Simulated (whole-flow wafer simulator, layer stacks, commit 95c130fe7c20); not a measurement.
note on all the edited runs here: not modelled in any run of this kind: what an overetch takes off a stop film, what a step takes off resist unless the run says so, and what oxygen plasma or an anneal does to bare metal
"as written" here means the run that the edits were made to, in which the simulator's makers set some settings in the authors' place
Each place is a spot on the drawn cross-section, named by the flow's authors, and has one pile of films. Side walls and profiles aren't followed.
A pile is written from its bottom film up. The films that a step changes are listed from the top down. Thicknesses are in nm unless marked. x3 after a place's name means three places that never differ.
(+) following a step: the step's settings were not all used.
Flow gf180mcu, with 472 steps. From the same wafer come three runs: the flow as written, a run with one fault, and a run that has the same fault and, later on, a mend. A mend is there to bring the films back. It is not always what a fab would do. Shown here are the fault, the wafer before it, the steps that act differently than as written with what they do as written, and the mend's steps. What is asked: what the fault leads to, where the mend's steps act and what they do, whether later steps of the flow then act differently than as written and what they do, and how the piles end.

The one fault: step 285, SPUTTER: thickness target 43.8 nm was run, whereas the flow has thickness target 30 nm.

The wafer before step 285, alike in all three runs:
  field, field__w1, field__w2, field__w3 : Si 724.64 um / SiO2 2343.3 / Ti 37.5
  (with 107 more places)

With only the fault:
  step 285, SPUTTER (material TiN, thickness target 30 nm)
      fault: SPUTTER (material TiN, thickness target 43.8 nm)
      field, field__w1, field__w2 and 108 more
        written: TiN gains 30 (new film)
        fault: TiN gains 43.8 (new film)
  Later steps of the flow acting differently than as written:
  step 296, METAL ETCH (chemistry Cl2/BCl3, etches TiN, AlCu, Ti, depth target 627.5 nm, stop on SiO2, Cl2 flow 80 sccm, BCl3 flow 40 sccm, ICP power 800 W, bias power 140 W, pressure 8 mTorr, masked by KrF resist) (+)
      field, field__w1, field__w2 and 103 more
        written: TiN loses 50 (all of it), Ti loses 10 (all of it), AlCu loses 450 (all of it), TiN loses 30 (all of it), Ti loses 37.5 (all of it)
        fault: TiN loses 50 (all of it), Ti loses 10 (all of it), AlCu loses 450 (all of it), TiN loses 43.8 (all of it), Ti loses 37.5 (all of it)
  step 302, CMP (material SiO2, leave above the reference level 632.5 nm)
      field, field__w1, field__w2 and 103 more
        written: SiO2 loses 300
        fault: SiO2 loses 286.2
  The piles end different from the flow's at field__w8, contact, m1, m1__w1, m1_nw by more than 2% or 0.5 nm, whichever is larger.
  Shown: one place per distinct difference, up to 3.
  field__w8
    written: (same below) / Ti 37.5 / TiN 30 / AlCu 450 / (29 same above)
    fault: (same below) / Ti 37.5 / TiN 43.8 / AlCu 450 / (29 same above)
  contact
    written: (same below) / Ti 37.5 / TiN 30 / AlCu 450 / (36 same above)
    fault: (same below) / Ti 37.5 / TiN 43.8 / AlCu 450 / (36 same above)

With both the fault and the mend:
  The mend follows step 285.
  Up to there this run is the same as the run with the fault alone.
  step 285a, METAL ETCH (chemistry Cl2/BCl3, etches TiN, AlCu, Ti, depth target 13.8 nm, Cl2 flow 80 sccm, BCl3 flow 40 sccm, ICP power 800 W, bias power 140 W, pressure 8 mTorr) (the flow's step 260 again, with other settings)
      field, field__w1, field__w2 and 108 more
        TiN loses 13.8
  None of the later steps of the flow acts differently than as written at any place that is followed.
  By the end, the piles equal the flow's at every place that both follow.
